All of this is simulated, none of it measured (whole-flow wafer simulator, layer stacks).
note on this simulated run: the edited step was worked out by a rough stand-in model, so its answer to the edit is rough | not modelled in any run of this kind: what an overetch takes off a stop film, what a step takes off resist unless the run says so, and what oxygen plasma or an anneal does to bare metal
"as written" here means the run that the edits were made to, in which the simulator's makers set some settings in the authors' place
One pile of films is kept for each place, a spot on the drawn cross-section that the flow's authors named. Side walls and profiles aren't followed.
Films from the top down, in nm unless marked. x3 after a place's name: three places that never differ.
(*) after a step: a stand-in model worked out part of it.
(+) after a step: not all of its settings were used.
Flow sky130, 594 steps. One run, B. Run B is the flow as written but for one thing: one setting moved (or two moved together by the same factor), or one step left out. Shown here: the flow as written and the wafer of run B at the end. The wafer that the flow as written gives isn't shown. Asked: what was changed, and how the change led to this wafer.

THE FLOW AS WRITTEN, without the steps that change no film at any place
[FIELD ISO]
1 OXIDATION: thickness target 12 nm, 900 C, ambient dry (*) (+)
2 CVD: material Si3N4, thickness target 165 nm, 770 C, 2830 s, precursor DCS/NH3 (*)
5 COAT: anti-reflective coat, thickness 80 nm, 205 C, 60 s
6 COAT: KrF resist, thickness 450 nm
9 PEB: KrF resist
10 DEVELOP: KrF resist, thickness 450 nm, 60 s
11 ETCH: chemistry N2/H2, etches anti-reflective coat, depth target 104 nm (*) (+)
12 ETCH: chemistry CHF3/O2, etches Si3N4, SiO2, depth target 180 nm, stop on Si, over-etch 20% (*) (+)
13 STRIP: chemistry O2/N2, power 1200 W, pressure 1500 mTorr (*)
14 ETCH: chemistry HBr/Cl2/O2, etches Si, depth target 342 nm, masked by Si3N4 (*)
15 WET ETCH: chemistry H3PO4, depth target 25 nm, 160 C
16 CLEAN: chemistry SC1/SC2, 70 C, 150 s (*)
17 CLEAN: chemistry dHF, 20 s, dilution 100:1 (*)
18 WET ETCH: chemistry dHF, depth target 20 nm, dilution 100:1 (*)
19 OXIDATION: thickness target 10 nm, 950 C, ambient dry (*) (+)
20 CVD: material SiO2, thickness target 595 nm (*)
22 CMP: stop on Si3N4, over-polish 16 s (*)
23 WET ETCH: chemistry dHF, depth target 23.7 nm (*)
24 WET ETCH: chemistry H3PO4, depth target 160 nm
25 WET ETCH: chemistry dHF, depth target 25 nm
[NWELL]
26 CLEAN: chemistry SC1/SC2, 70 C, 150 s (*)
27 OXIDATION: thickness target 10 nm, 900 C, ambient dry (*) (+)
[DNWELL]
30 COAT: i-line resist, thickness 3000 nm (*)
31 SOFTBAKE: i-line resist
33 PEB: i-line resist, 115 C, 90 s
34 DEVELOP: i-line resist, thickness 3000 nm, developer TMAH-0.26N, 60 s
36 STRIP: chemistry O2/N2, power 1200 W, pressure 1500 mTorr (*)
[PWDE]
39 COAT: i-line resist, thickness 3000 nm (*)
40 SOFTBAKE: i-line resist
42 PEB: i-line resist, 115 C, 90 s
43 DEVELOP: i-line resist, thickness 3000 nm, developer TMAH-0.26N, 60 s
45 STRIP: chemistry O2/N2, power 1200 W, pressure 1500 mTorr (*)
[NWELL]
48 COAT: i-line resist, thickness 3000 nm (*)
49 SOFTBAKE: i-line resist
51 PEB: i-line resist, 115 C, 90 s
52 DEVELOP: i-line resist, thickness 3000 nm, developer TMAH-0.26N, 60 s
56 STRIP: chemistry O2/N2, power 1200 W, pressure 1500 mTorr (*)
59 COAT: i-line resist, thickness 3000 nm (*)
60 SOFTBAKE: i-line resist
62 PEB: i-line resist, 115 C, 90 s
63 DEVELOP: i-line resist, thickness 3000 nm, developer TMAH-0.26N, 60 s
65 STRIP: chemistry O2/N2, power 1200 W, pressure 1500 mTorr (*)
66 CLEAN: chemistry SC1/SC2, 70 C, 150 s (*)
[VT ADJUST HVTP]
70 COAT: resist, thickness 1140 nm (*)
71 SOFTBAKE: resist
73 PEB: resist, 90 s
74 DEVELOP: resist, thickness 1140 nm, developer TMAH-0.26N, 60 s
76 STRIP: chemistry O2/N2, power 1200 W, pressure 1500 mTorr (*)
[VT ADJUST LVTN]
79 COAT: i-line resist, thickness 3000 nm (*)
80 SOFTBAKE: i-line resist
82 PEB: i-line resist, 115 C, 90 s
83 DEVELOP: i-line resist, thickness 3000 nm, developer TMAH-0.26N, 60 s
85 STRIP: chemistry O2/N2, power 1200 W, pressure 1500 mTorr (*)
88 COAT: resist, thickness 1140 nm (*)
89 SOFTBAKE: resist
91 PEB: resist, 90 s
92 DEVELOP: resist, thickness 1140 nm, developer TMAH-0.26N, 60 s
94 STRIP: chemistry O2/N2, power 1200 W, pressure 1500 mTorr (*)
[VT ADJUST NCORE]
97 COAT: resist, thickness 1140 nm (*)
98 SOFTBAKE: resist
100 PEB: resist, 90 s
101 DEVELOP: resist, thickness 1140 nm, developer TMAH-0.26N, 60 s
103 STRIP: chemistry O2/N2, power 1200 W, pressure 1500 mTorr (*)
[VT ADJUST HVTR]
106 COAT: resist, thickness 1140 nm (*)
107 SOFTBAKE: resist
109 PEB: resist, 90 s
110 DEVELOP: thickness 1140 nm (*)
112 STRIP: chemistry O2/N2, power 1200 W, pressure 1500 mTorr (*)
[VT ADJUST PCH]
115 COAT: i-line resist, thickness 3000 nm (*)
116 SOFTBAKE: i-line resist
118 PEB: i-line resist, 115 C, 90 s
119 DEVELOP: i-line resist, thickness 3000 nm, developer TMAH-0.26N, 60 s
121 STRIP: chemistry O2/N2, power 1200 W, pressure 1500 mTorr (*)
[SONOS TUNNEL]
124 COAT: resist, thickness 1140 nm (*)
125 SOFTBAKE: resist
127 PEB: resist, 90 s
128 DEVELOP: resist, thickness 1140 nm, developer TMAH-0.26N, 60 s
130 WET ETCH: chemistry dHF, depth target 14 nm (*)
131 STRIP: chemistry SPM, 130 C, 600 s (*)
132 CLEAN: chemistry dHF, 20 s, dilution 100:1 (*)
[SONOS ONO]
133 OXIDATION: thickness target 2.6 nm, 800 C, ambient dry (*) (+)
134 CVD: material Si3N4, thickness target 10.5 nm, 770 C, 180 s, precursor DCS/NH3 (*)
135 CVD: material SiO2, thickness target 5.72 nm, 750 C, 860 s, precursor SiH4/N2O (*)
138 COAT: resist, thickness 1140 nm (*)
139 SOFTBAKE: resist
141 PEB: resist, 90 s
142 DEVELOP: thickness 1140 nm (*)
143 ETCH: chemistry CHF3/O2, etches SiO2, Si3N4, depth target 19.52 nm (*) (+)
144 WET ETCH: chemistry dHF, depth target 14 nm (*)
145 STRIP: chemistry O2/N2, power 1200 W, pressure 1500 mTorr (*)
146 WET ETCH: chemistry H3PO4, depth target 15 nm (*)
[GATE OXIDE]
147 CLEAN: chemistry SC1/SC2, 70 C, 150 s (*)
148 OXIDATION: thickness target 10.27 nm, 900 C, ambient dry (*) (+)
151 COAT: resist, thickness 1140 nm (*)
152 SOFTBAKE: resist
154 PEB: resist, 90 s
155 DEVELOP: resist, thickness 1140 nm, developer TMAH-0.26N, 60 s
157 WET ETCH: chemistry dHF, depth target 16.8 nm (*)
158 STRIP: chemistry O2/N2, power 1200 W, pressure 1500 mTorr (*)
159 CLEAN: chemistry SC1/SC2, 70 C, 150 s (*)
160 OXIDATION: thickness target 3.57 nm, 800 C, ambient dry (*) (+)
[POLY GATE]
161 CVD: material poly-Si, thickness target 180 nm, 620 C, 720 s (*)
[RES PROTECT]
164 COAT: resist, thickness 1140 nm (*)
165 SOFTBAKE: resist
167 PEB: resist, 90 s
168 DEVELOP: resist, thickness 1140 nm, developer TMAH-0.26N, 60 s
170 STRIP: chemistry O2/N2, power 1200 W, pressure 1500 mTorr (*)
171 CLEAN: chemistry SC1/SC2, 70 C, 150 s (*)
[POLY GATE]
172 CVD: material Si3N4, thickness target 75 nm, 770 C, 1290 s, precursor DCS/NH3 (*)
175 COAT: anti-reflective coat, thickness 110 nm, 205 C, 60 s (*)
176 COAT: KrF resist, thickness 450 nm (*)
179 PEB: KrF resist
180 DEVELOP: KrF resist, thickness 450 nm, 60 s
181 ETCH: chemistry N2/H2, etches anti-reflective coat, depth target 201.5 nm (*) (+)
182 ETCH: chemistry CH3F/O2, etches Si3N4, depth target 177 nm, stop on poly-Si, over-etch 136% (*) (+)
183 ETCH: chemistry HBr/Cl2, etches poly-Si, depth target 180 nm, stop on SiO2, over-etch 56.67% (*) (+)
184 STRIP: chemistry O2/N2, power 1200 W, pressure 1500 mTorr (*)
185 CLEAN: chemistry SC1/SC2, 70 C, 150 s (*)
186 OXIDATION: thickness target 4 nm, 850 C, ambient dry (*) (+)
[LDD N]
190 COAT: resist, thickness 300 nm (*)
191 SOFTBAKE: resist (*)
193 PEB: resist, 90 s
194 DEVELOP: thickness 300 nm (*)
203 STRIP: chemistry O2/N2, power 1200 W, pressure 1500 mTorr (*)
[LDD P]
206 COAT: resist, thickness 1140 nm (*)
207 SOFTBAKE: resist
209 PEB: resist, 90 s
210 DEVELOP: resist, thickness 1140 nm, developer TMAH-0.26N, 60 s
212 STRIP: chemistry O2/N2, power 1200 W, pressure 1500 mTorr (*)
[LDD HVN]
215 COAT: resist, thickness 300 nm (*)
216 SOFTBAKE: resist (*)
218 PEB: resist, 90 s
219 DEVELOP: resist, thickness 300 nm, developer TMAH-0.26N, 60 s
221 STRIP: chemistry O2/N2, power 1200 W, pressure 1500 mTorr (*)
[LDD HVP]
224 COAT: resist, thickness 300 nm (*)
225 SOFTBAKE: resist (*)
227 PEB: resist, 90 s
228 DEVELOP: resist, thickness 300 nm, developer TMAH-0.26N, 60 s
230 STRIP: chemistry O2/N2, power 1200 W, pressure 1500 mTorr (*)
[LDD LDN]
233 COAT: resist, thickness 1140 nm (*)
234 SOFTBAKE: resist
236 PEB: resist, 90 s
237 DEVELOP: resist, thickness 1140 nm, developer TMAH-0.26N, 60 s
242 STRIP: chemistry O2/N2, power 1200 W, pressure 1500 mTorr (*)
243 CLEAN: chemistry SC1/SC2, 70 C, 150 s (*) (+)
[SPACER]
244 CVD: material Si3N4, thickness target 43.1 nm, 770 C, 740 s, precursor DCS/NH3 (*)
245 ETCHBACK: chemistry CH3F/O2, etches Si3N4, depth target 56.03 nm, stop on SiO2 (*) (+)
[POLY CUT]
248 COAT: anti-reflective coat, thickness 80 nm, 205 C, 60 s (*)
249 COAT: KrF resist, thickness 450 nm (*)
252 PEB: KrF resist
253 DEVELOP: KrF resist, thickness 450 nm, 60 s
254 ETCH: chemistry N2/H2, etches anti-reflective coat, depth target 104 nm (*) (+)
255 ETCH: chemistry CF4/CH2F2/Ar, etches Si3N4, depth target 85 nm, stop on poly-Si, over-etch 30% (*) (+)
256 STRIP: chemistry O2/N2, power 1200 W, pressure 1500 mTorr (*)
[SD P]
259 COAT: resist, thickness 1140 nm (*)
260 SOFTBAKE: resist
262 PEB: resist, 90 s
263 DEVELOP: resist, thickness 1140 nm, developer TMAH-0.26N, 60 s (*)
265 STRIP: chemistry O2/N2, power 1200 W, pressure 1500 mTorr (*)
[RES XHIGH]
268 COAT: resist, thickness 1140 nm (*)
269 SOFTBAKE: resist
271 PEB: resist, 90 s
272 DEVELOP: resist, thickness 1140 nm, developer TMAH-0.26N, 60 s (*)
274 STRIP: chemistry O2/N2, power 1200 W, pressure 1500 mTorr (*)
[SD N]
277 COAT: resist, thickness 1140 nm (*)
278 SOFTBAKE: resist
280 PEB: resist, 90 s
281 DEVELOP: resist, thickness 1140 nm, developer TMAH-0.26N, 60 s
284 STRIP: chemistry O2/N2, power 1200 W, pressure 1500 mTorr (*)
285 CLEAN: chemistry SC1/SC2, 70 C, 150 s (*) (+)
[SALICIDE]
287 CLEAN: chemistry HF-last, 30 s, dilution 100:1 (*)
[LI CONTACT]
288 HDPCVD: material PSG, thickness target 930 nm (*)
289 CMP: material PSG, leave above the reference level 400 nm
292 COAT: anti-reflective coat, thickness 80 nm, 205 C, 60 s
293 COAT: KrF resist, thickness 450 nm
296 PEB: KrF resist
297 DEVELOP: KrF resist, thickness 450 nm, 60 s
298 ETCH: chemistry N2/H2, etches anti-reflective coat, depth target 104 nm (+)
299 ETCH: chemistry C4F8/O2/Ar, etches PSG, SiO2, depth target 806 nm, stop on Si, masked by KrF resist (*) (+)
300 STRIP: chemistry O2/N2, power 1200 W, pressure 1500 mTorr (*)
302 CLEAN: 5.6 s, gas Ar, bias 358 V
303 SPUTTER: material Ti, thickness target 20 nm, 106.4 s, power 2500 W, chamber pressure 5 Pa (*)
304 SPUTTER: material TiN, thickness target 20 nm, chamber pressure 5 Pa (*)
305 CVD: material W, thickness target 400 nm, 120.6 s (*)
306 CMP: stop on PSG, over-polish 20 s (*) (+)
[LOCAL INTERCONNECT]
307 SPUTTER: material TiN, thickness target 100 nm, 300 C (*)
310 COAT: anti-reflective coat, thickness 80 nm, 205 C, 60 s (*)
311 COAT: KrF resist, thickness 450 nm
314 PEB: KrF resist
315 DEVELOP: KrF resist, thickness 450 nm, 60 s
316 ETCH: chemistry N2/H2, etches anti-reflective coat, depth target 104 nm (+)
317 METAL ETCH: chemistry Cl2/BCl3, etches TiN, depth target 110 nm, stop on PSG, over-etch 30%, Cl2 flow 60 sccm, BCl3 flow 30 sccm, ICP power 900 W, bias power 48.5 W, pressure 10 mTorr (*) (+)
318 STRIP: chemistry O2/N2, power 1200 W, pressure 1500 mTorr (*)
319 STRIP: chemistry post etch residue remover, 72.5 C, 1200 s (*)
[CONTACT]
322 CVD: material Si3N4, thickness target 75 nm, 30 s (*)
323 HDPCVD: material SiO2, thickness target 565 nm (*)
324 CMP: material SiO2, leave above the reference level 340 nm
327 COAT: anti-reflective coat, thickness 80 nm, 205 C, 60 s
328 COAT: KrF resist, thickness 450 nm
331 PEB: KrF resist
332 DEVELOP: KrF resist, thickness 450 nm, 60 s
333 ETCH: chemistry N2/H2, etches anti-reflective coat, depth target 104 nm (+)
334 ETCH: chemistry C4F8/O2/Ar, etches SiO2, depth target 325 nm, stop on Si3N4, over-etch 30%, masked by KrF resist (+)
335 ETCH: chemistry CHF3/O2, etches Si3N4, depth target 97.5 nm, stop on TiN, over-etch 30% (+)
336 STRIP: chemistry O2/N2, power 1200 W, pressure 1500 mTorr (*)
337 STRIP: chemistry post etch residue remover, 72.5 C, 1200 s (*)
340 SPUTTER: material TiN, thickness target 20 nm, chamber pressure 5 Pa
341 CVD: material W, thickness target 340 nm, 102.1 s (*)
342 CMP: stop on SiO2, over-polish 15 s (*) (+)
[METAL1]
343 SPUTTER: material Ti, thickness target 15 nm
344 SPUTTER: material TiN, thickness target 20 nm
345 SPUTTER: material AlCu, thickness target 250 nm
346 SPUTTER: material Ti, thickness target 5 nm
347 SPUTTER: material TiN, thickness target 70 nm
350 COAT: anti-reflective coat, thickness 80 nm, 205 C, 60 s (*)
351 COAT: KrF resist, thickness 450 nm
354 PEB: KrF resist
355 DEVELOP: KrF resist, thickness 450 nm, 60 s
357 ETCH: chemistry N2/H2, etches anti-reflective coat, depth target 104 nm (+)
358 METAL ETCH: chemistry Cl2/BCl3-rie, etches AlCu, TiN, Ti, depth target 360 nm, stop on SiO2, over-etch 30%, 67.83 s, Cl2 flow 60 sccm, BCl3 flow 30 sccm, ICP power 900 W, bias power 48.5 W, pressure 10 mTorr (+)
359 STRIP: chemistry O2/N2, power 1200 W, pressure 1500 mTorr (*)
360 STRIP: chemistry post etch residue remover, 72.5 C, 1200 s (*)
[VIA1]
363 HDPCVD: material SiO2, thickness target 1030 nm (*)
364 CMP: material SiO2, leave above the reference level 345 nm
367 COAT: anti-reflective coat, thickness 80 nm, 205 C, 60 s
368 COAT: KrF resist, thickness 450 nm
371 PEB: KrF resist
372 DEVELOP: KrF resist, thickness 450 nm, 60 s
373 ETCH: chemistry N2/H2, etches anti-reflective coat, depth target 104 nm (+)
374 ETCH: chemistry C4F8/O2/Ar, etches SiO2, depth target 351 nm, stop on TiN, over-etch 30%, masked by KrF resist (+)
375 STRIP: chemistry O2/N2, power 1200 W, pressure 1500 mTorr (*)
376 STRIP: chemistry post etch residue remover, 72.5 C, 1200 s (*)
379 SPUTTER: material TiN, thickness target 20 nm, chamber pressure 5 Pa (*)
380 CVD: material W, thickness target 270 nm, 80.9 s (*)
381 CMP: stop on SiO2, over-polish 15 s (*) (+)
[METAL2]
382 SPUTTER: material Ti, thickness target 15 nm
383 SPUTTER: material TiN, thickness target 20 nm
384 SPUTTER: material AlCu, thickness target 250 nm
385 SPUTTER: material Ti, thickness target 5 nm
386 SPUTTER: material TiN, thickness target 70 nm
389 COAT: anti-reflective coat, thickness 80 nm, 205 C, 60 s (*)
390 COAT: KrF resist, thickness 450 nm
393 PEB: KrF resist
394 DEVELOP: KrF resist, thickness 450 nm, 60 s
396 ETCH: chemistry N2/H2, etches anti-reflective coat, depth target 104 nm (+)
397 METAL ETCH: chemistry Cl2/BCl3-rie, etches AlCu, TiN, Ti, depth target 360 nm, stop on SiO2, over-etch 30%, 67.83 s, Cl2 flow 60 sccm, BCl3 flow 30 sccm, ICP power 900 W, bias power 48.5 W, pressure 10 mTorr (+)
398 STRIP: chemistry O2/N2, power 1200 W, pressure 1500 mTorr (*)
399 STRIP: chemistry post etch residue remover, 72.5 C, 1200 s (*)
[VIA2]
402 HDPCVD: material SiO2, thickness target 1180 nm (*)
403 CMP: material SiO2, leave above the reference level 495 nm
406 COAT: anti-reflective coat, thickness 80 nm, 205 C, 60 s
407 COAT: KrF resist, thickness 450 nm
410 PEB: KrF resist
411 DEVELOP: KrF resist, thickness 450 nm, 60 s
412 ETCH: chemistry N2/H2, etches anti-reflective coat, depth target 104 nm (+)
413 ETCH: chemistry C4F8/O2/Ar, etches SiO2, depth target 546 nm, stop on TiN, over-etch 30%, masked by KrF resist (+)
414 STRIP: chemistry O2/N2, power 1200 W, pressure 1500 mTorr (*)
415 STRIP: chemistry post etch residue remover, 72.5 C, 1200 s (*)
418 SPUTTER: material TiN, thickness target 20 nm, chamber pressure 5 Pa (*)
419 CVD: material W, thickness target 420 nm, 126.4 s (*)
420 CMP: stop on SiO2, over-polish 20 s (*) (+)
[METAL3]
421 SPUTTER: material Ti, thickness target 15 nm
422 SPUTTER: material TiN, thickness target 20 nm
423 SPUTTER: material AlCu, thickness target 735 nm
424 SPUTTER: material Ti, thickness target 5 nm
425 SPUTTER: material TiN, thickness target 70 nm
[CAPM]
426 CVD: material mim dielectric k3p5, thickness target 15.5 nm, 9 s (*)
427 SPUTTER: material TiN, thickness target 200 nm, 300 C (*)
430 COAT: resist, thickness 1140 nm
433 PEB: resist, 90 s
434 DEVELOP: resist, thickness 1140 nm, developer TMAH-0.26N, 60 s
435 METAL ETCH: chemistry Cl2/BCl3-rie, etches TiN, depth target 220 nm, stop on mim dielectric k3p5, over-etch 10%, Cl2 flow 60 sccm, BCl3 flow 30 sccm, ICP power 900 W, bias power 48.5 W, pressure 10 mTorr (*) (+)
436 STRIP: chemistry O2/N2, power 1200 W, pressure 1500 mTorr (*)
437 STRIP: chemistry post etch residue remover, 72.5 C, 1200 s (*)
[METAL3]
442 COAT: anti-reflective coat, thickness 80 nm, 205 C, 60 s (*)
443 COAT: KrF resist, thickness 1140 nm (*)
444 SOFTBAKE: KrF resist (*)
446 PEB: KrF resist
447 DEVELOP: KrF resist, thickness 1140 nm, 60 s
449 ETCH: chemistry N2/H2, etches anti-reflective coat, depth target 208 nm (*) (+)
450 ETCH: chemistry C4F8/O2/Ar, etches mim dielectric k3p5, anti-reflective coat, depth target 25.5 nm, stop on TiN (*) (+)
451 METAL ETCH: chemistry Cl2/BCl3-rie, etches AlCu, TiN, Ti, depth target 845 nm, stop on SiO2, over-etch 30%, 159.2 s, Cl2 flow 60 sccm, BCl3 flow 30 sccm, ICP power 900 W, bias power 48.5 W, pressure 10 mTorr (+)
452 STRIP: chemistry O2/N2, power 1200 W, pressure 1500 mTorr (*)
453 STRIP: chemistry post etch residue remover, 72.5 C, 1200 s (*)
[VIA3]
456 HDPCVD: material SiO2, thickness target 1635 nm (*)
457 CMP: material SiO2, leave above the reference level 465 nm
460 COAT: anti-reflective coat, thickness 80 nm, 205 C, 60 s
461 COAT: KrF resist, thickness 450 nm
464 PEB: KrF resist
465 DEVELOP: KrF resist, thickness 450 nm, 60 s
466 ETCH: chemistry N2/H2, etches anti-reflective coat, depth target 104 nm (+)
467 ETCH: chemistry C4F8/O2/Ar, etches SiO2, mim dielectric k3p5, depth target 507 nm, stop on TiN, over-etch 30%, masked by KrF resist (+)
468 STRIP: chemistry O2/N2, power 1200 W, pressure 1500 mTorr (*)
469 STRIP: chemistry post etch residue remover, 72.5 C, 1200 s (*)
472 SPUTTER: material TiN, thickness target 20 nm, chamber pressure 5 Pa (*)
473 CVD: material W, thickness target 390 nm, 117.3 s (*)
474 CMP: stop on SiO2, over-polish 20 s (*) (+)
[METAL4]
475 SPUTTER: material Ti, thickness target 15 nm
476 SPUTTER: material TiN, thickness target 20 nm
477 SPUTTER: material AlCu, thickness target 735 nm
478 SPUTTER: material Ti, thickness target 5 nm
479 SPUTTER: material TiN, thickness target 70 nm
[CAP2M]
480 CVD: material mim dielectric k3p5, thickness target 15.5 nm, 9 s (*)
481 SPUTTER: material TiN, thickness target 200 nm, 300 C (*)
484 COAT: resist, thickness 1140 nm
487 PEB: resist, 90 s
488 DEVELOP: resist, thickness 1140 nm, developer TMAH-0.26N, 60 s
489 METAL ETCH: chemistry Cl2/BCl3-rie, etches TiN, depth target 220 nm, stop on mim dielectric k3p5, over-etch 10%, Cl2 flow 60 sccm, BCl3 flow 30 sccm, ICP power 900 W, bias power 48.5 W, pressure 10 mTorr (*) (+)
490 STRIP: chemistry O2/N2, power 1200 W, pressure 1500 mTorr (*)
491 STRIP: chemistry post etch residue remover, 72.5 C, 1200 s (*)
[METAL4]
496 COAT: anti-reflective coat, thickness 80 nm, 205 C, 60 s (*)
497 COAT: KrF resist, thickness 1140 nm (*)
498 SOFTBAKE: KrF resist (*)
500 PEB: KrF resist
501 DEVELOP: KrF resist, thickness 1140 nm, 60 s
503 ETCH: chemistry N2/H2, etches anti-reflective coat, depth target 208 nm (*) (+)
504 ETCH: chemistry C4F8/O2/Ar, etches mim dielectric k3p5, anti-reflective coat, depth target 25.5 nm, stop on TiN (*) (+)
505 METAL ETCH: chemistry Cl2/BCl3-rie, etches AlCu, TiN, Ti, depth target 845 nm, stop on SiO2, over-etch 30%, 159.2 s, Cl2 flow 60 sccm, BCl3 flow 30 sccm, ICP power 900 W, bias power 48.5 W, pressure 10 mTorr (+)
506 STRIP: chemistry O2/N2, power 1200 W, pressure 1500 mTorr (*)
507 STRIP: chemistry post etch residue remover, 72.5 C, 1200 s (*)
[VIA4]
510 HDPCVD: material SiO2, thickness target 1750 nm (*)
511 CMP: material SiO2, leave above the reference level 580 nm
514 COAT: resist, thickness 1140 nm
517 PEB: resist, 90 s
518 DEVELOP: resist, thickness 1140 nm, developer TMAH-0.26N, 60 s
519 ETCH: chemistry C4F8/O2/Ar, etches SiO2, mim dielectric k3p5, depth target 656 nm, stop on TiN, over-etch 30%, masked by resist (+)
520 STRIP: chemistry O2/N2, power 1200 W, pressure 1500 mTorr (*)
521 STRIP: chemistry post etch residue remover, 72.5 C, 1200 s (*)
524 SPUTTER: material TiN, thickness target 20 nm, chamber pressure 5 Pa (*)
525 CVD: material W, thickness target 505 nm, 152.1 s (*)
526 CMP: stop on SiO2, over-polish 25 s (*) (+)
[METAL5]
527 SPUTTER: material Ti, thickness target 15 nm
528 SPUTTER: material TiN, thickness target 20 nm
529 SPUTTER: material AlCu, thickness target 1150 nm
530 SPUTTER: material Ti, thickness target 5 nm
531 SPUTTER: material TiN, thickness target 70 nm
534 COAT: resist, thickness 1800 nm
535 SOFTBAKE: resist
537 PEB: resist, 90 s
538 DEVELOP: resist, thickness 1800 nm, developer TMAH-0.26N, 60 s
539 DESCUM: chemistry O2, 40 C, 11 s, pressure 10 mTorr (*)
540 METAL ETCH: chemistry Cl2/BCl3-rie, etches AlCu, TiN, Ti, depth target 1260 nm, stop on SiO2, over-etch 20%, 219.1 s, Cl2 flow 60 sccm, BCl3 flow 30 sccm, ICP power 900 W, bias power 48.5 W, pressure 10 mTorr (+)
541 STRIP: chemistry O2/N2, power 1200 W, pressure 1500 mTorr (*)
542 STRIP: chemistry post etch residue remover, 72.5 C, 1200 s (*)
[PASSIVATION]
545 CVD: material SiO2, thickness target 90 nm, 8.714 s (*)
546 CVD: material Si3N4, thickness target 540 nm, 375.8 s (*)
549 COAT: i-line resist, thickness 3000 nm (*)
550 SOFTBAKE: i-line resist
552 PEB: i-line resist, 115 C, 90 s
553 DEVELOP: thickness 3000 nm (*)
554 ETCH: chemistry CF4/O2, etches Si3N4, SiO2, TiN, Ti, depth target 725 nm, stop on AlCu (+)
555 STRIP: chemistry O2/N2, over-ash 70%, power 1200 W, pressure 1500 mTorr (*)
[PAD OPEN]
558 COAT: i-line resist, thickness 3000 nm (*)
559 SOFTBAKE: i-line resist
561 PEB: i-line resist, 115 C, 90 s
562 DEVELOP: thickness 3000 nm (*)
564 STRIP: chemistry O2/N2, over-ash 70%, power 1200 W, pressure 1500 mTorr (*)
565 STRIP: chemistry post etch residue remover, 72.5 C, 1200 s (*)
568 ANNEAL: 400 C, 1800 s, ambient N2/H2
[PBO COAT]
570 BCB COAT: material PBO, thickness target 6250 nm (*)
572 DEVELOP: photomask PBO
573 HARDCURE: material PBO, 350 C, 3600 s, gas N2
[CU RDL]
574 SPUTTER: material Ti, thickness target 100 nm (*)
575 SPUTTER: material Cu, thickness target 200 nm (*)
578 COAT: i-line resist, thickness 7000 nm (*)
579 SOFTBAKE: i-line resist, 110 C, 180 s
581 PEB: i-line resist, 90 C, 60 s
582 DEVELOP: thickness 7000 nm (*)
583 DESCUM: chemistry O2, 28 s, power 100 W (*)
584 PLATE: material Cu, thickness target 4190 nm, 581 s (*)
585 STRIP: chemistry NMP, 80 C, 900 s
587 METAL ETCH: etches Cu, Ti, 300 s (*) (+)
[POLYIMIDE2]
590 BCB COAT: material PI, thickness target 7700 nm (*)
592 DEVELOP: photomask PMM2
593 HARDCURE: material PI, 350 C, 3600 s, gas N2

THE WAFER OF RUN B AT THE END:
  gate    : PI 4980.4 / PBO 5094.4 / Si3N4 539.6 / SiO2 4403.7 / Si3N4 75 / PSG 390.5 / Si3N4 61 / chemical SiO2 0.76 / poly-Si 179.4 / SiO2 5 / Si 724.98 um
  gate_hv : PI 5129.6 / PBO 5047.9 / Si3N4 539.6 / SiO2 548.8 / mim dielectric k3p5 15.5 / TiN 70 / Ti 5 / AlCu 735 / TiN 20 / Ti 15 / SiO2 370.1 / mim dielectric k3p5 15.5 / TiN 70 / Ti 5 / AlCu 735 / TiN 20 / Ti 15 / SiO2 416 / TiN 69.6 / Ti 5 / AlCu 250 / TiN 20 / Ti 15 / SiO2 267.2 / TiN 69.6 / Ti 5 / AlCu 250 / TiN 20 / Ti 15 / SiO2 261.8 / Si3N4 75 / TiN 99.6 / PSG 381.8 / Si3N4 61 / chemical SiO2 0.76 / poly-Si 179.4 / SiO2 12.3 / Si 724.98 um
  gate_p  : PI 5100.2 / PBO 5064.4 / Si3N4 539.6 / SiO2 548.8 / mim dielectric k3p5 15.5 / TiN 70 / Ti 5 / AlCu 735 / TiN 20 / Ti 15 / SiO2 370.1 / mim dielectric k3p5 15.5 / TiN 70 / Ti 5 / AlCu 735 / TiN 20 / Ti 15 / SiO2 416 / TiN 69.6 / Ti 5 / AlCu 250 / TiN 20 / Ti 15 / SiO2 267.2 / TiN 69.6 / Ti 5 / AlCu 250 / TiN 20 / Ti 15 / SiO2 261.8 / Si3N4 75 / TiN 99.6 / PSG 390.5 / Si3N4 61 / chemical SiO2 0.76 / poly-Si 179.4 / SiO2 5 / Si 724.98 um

The cause: step 160, OXIDATION: thickness target 5 nm was run, where the flow has thickness target 3.57 nm.
It can be read off the wafer: gate has SiO2 5, and step 160 as written asks for 3.57 nm.

How the change led to this, step by step:
  160 OXIDATION: thickness target 3.57 nm, 800 C, ambient dry (*) (+)
      active, n_well, p_well and 58 more: SiO2 +5 (new film), chemical SiO2 -0.76 (all of it), Si -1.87 (as written it would be: SiO2 +3.57 (new film), chemical SiO2 -0.76 (all of it), Si -1.24)
      gate_hv, m1, pad and 37 more: SiO2 +2.42, Si -1.07 (as written it would be: SiO2 +1.07, Si -0.47)
  175 COAT: anti-reflective coat, thickness 110 nm, 205 C, 60 s (*)
      rpm_encl, rpm_encl_psd: anti-reflective coat +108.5 (new film) (as written it would be: anti-reflective coat +104.4 (new film))
  181 ETCH: chemistry N2/H2, etches anti-reflective coat, depth target 201.5 nm (*) (+)
      rpm_encl, rpm_encl_psd: anti-reflective coat -108.5 (all of it), Si3N4 -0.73 (as written it would be: anti-reflective coat -104.4 (all of it), Si3N4 -0.79)
  248 COAT: anti-reflective coat, thickness 80 nm, 205 C, 60 s (*)
      gate_p_hv: anti-reflective coat +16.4 (new film) (as written it would be: anti-reflective coat +17 (new film))
      gate_lg05: anti-reflective coat +19.1 (new film) (as written it would be: anti-reflective coat +19.7 (new film))
      (and at 1 more place)
  256 STRIP: chemistry O2/N2, power 1200 W, pressure 1500 mTorr (*)
      gate_p_hv: KrF resist -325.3 (all of it), anti-reflective coat -16.4 (all of it) (as written it would be: KrF resist -325.1 (all of it), anti-reflective coat -17 (all of it))
      gate_lg05: KrF resist -303.6 (all of it), anti-reflective coat -19.1 (all of it) (as written it would be: KrF resist -303.4 (all of it), anti-reflective coat -19.7 (all of it))
      (and at 1 more place)
  299 ETCH: chemistry C4F8/O2/Ar, etches PSG, SiO2, depth target 806 nm, stop on Si, masked by KrF resist (*) (+)
      contact, ndiff_licon, ndiff_licon_cpp: PSG -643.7 (all of it), SiO2 -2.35 (all of it) (as written it would be: PSG -643.6 (all of it), SiO2 -1.16 (all of it))
  306 CMP: stop on PSG, over-polish 20 s (*) (+)
      poly_licon: W -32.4 (as written it would be: W -33.1)
